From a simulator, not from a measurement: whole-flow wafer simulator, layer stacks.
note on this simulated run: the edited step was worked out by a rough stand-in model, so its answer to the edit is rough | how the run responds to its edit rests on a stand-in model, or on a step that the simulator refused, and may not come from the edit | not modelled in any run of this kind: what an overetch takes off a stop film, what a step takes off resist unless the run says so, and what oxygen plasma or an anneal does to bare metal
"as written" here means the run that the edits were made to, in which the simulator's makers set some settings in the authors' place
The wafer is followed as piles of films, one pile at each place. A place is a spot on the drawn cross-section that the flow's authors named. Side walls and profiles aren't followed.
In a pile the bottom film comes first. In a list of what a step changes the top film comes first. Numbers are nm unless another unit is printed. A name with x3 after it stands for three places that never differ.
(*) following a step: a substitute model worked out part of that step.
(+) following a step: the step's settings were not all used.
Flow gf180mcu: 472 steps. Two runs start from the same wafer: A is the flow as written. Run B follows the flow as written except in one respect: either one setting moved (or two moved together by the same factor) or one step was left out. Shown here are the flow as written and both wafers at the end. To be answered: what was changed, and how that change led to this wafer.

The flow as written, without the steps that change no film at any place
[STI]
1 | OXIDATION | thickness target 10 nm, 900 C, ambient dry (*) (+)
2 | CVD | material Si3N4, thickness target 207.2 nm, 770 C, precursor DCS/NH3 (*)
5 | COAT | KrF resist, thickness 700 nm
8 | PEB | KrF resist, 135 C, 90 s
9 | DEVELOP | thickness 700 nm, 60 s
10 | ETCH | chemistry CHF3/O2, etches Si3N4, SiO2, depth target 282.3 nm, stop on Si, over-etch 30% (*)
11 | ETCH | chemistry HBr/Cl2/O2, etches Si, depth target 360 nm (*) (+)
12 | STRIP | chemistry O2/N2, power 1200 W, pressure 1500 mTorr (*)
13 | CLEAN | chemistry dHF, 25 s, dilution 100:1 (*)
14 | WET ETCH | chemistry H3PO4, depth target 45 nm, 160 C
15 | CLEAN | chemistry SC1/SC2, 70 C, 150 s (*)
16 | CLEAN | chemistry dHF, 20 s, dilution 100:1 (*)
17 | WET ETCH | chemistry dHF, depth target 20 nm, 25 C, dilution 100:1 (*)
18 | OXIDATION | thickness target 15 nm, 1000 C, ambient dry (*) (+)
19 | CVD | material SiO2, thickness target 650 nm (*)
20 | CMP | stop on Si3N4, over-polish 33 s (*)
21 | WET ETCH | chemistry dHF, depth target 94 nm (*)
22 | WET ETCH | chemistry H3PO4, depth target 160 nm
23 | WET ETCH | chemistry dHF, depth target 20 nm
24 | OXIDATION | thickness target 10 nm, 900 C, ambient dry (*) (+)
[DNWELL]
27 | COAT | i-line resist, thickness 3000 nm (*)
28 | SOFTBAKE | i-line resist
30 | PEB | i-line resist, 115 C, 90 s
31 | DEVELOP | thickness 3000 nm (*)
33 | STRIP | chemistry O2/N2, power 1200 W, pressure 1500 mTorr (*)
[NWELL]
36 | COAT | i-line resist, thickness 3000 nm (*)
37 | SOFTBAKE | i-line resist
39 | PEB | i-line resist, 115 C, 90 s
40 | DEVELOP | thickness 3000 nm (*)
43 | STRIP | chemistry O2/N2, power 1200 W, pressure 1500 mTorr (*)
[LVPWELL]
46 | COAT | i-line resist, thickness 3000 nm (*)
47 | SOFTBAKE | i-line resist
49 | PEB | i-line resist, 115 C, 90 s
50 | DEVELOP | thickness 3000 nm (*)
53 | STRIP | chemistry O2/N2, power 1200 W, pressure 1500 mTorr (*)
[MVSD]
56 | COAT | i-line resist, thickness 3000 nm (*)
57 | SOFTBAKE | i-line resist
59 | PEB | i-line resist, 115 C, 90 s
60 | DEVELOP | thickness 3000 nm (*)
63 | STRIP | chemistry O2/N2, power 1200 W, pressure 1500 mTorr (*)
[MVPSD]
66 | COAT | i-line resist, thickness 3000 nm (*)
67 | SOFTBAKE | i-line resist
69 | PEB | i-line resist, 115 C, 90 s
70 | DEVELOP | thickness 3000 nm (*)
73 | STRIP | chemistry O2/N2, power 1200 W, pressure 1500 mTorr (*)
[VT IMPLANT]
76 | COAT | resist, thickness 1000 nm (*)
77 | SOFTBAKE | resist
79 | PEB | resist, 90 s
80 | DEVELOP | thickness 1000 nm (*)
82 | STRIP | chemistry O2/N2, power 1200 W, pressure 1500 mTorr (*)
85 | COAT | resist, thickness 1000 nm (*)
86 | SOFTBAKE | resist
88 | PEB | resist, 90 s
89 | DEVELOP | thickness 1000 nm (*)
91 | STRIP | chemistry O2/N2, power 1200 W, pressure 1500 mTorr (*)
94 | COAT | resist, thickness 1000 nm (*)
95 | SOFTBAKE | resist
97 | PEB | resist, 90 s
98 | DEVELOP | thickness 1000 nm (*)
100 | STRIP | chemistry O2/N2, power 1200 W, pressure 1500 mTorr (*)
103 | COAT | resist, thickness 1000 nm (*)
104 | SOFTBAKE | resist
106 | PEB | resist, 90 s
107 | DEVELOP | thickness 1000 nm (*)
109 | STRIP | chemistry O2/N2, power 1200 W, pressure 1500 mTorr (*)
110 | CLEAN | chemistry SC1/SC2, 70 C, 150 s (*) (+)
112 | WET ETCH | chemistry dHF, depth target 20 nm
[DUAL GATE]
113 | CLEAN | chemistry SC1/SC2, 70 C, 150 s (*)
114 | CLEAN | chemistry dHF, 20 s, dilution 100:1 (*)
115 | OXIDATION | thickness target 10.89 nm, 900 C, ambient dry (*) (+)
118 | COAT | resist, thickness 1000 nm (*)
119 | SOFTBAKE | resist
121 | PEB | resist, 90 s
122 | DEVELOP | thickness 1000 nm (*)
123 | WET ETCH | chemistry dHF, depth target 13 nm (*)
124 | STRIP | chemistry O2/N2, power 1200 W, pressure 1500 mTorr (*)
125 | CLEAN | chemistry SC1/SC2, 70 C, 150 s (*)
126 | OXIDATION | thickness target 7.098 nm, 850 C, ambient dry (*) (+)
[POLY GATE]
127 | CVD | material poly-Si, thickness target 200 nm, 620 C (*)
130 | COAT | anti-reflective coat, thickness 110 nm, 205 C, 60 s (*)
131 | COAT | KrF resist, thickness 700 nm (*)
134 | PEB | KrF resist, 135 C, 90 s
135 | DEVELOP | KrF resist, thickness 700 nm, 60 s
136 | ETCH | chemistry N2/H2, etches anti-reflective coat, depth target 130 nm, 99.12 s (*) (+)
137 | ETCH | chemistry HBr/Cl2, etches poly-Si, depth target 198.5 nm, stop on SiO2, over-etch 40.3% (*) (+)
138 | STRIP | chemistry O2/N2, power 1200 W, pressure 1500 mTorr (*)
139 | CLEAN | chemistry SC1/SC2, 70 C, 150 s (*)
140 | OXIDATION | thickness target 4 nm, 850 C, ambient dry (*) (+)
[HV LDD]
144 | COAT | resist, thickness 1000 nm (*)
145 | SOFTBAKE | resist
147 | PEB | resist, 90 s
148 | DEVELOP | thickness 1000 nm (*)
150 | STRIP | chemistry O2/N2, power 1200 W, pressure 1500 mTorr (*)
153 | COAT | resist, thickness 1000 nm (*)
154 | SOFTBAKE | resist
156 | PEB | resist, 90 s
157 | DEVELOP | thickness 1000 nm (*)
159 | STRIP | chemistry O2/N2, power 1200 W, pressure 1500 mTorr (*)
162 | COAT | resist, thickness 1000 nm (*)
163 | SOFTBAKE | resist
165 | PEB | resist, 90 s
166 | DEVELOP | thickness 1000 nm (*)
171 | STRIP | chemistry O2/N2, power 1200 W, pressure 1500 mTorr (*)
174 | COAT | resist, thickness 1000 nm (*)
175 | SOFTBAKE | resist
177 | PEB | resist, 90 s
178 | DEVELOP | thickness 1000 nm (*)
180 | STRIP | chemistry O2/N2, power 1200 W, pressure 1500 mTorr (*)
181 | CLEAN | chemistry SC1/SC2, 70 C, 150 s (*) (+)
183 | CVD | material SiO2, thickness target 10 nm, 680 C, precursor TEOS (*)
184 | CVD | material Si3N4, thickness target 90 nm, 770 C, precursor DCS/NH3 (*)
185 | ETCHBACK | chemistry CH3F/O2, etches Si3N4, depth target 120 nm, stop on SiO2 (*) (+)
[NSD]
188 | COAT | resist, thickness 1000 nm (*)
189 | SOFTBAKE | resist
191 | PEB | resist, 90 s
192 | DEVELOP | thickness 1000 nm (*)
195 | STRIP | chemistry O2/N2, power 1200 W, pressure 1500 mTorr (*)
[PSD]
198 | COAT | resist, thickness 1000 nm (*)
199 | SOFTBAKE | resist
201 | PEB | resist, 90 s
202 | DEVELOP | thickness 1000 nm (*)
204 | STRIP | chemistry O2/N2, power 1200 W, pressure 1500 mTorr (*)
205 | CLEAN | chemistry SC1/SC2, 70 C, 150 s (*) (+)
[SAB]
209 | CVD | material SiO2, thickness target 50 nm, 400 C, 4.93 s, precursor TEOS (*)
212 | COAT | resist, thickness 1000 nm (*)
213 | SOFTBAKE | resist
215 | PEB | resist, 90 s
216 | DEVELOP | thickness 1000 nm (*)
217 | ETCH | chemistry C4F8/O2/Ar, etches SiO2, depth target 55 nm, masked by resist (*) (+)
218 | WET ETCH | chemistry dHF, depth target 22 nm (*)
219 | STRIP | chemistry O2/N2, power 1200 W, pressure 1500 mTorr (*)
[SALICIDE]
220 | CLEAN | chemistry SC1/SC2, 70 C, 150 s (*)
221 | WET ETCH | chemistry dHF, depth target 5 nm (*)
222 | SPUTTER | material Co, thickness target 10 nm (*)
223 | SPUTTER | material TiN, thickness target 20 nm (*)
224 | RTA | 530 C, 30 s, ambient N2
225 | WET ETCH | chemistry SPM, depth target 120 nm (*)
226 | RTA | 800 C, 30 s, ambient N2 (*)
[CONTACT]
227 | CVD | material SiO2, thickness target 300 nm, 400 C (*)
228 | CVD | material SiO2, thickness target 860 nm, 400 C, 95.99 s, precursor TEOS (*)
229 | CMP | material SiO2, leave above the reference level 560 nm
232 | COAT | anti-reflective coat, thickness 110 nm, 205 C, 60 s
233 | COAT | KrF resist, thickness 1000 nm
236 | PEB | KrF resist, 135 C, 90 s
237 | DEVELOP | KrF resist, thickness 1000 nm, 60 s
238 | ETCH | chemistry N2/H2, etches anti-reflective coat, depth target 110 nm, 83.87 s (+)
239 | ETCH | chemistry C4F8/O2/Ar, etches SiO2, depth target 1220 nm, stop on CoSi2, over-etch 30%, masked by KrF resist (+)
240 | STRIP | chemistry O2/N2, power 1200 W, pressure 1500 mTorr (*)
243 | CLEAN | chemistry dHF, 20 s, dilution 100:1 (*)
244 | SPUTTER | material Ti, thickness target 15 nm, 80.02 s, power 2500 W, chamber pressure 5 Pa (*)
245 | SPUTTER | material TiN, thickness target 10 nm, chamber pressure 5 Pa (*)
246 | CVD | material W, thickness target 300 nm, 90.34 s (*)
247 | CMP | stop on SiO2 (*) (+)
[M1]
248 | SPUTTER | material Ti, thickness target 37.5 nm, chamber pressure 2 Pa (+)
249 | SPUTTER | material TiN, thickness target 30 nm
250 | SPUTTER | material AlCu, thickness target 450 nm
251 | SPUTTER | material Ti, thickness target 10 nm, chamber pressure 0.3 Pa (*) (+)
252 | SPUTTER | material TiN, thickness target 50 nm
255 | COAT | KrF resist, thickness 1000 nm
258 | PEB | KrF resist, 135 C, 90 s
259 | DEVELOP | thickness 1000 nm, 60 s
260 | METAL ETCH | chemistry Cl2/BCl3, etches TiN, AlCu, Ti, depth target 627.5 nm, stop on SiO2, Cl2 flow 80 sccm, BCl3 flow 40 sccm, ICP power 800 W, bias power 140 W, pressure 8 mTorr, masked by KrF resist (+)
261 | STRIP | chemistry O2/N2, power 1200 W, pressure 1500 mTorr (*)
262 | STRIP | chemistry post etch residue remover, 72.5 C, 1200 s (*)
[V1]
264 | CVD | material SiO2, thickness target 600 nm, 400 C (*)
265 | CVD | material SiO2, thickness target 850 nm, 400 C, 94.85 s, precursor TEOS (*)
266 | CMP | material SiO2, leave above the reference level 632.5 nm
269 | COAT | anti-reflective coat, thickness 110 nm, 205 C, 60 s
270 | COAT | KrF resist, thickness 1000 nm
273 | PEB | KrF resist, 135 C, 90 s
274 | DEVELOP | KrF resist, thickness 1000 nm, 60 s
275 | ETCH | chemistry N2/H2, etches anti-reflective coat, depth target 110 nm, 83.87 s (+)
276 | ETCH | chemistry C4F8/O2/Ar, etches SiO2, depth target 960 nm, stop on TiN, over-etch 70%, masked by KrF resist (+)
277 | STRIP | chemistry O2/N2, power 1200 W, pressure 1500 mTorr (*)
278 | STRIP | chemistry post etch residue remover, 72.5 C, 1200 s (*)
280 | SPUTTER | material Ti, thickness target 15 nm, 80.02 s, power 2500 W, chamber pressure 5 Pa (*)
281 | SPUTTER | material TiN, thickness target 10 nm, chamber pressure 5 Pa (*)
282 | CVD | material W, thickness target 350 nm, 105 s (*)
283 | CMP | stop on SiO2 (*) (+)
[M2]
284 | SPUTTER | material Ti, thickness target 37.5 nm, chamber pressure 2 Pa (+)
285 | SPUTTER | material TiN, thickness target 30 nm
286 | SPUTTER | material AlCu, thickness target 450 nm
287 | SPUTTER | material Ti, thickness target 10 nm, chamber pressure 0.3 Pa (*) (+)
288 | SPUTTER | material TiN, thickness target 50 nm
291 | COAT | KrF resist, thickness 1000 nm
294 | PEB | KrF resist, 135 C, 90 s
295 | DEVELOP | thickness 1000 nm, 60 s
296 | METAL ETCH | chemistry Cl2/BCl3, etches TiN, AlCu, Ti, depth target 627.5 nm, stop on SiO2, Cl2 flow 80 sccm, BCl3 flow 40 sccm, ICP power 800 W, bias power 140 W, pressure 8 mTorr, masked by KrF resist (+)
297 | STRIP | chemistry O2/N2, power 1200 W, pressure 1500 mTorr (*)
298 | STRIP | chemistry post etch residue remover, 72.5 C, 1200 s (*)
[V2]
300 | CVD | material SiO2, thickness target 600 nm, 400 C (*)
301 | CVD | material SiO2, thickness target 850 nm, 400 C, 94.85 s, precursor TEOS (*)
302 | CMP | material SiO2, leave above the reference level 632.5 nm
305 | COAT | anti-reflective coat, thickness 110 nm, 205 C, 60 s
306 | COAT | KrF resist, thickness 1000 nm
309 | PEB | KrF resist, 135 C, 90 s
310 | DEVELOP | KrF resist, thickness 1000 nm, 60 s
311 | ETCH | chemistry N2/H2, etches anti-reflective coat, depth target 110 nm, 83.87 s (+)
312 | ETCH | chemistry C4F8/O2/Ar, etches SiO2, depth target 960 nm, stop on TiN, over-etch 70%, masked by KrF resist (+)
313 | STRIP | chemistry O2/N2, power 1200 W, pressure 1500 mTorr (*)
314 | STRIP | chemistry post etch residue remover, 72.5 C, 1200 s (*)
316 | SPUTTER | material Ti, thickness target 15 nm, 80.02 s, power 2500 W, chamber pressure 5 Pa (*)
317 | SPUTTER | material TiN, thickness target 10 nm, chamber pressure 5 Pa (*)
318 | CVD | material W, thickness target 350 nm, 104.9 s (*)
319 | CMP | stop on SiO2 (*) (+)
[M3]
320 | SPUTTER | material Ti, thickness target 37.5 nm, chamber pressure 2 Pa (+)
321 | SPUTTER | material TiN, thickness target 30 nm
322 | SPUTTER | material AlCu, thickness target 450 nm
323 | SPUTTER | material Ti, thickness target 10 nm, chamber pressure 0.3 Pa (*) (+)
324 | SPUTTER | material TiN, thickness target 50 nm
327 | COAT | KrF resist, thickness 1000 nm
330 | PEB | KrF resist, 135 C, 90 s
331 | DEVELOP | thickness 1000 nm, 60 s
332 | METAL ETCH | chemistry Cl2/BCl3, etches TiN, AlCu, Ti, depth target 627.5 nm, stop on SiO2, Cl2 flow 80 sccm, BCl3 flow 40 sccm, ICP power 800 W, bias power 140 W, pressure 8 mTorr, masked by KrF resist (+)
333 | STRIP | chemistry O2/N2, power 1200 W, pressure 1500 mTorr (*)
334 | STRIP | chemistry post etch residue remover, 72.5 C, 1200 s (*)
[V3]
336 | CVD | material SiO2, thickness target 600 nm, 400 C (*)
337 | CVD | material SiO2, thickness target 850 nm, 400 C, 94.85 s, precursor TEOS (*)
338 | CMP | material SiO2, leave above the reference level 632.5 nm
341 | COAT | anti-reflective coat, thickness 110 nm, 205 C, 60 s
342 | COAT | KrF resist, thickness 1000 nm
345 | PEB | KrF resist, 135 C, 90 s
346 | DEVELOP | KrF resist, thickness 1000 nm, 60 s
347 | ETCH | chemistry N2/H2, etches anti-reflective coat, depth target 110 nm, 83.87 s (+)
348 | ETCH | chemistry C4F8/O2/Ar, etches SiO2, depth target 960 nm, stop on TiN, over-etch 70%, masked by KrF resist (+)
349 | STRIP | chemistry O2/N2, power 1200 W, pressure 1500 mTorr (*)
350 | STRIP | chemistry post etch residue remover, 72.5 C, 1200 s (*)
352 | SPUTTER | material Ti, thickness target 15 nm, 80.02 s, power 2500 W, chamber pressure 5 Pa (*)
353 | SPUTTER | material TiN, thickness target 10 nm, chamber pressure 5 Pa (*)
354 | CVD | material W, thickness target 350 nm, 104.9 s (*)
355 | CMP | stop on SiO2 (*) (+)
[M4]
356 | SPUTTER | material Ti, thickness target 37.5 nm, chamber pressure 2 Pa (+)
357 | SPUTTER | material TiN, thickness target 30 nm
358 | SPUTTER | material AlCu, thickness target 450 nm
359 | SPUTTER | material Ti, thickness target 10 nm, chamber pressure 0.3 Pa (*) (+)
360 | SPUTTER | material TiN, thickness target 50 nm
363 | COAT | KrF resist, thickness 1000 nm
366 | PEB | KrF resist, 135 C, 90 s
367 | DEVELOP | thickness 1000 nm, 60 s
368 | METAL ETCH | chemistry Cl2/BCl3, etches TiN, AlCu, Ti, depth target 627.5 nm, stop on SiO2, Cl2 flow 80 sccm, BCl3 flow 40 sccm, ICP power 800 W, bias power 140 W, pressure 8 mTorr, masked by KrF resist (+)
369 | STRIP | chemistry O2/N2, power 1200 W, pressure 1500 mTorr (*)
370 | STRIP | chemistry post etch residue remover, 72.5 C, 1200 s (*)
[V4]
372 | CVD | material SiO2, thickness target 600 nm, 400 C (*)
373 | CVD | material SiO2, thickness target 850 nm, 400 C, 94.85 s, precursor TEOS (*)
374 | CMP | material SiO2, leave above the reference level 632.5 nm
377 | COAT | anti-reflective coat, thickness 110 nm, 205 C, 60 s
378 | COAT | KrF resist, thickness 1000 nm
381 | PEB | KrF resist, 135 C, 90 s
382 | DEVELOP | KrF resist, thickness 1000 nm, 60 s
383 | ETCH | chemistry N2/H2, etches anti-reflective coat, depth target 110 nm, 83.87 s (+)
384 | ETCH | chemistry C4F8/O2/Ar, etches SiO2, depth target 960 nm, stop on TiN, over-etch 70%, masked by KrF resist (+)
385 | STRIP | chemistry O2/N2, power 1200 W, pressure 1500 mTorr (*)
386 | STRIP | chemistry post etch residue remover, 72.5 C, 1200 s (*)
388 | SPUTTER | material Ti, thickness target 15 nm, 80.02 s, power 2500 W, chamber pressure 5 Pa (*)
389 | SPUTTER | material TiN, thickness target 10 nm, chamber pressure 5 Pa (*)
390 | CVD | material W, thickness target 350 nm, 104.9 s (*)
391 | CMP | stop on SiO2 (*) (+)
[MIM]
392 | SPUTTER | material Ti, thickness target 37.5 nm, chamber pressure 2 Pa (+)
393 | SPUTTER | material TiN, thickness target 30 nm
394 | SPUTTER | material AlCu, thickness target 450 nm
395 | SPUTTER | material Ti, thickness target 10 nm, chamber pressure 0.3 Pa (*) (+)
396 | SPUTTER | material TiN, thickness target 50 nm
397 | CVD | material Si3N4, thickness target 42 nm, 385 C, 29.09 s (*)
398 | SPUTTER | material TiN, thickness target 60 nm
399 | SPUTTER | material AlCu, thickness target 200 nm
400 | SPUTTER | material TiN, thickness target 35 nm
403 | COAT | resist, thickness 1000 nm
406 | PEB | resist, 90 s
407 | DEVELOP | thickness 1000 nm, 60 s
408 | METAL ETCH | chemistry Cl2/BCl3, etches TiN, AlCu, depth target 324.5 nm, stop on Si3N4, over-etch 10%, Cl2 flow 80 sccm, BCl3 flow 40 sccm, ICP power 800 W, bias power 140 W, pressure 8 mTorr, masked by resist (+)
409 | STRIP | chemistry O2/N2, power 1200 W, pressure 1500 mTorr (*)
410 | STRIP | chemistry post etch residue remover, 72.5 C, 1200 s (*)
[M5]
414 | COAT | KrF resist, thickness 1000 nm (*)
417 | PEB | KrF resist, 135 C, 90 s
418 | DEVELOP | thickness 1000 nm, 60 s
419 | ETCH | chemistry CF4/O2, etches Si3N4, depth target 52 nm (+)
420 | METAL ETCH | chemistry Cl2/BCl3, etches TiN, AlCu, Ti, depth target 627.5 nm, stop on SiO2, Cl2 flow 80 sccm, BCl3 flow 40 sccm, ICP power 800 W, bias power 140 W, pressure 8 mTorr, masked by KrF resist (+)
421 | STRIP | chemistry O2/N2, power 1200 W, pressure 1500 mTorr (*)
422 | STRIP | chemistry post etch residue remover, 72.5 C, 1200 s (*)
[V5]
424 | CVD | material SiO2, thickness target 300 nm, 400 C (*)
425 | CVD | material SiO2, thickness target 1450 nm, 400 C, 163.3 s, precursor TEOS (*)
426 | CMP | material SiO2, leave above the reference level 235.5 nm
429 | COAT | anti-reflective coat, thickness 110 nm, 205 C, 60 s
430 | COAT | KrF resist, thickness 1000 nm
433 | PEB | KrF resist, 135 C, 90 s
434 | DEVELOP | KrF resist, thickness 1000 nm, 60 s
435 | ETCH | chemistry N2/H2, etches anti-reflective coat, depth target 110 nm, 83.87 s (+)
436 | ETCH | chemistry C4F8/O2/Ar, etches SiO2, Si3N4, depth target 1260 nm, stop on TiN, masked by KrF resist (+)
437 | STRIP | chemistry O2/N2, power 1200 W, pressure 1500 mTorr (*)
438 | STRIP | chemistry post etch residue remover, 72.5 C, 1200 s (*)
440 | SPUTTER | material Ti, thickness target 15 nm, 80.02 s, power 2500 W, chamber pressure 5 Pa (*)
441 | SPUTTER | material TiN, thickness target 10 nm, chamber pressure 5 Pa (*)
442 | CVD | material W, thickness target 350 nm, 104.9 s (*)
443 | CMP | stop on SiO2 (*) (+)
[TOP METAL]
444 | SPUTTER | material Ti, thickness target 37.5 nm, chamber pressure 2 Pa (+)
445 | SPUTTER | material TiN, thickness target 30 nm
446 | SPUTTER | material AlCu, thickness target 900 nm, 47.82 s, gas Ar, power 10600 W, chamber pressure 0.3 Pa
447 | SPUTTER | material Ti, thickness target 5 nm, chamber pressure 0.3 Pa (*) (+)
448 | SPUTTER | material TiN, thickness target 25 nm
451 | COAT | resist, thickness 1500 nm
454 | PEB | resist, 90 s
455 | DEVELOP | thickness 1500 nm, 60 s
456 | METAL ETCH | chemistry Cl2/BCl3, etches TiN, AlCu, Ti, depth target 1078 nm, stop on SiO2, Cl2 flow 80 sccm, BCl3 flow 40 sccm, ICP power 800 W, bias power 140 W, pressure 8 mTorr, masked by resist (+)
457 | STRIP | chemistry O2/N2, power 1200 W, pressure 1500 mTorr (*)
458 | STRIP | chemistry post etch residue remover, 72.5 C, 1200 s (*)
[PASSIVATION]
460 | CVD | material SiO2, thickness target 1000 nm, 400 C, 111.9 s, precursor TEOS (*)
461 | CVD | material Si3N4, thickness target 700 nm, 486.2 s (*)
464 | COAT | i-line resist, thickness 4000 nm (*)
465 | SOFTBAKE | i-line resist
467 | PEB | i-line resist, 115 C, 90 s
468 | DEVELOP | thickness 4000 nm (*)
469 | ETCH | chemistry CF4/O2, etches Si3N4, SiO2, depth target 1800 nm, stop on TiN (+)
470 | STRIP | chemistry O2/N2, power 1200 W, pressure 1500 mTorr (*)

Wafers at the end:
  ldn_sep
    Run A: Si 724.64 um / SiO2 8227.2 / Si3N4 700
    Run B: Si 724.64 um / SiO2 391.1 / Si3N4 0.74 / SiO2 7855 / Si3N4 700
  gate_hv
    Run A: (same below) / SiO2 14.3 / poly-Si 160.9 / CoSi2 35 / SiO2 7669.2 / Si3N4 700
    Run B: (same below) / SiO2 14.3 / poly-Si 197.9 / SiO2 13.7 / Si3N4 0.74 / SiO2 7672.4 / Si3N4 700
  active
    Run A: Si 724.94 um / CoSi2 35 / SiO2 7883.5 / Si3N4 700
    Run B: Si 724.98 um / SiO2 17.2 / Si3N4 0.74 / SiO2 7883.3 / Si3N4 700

What caused this: step 185, ETCHBACK: depth target 85.1 nm was run, whereas the flow has depth target 120 nm.

The path from the change to this, step by step:
  185 | ETCHBACK | chemistry CH3F/O2, etches Si3N4, depth target 120 nm, stop on SiO2 (*) (+)
      field, field__w1, field__w2 and 100 more: A -90 Si3N4 (all of it), -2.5 SiO2 | B -85.1 Si3N4
  189 | SOFTBAKE | resist
      field__w9: A +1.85 resist | B -1.08 resist
      nw_enc_fld_lv: A +0.58 resist | B +1.62 resist
  199 | SOFTBAKE | resist
      field__w9: A +1.85 resist | B -1.08 resist
      nw_enc_fld_lv: A +0.58 resist | B +1.62 resist
  205 | CLEAN | chemistry SC1/SC2, 70 C, 150 s (*) (+)
      field, field__w1, field__w2 and 105 more: A -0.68 SiO2 | B -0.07 Si3N4
  209 | CVD | material SiO2, thickness target 50 nm, 400 C, 4.93 s, precursor TEOS (*)
      field, field__w7, field__w8 and 73 more: A +50 SiO2 | B +50 SiO2 (new film)
      field_sub__w1, field_sub__w3, field_sub__w4, field_sub__w5, ld_drift_n: A +48.9 SiO2 | B +48.8 SiO2 (new film)
      (also at 27 further places)
  217 | ETCH | chemistry C4F8/O2/Ar, etches SiO2, depth target 55 nm, masked by resist (*) (+)
      field, field__w7, field__w8 and 70 more: A -55 SiO2 | B -50 SiO2 (all of it), -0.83 Si3N4
      field_sub__w1, field_sub__w3, field_sub__w4, field_sub__w5, ld_drift_n: A -55 SiO2 | B -48.8 SiO2 (all of it), -1.03 Si3N4
      (also at 21 further places)
  218 | WET ETCH | chemistry dHF, depth target 22 nm (*)
      gate, gate_hv, gate_p and 23 more: A -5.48 SiO2 (all of it) | B -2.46 Si3N4
      field, field__w10, sti and 14 more: A -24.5 SiO2 | B -2.46 Si3N4
      (also at 56 further places)
  219 | STRIP | chemistry O2/N2, power 1200 W, pressure 1500 mTorr (*)
      gate, gate_hv, gate_p and 23 more: A +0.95 chemical SiO2 (new film), -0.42 poly-Si | B nothing
      active, p_well, sd_n and 20 more: A +0.95 chemical SiO2 (new film), -0.42 Si | B nothing
  220 | CLEAN | chemistry SC1/SC2, 70 C, 150 s (*)
      field, field__w1, field__w2 and 47 more: A -0.68 SiO2 | B -0.07 Si3N4
  221 | WET ETCH | chemistry dHF, depth target 5 nm (*)
      active, p_well, gate and 45 more: A -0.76 chemical SiO2 (all of it) | B -0.73 Si3N4
      field, field__w1, field__w2 and 23 more: A -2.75 SiO2 | B -0.73 Si3N4
      (also at 25 further places)
  222 | SPUTTER | material Co, thickness target 10 nm (*)
      ld_drift_p: A +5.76 Co (new film) | B +6.28 Co (new film)
  224 | RTA | 530 C, 30 s, ambient N2
      gate, gate_hv, gate_p and 22 more: A under 1 film: +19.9 CoSi (new film), -10 Co (all of it), -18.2 poly-Si | B nothing
      active, p_well, sd_n and 11 more: A under 1 film: +19.9 CoSi (new film), -10 Co (all of it), -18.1 Si | B nothing
      (also at 10 further places)
  225 | WET ETCH | chemistry SPM, depth target 120 nm (*)
      active, p_well, gate and 36 more: A -20 TiN (all of it) | B -20 TiN (all of it), -10 Co (all of it)
      sd_p: A -17.9 TiN (all of it) | B -18.3 TiN (all of it), -9.24 Co (all of it)
      (also at 10 further places)
  226 | RTA | 800 C, 30 s, ambient N2 (*)
      gate, gate_hv, gate_p and 22 more: A +35 CoSi2 (new film), -19.9 CoSi (all of it), -18.2 poly-Si | B nothing
      active, p_well, sd_n and 11 more: A +35 CoSi2 (new film), -19.9 CoSi (all of it), -18.1 Si | B nothing
      (also at 10 further places)
  227 | CVD | material SiO2, thickness target 300 nm, 400 C (*)
      field, field__w1, field__w2 and 46 more: A +300 SiO2 | B +300 SiO2 (new film)
      ld_drn_p: A +300 SiO2 (new film) | B +300 SiO2
  228 | CVD | material SiO2, thickness target 860 nm, 400 C, 95.99 s, precursor TEOS (*)
      ld_drift_p: A +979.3 SiO2 | B +958.4 SiO2
  ... 5 further steps ...
  471 | ANNEAL | 400 C, 1800 s, ambient N2/H2
      polyc_n, polyc_p: A nothing | B under 9 films: +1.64 void (new film), -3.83 Ti, +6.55 TiSi first (new film), -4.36 poly-Si
      contact: A nothing | B under 49 films: +1.62 void (new film), -3.83 Ti, +6.55 TiSi first (new film), -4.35 Si
With metal films that touch counted as one body, gate_hv has 0 bodies; the flow as written gives 1 body.
With metal films that touch counted as one body, active has 0 bodies; the flow as written gives 1 body.
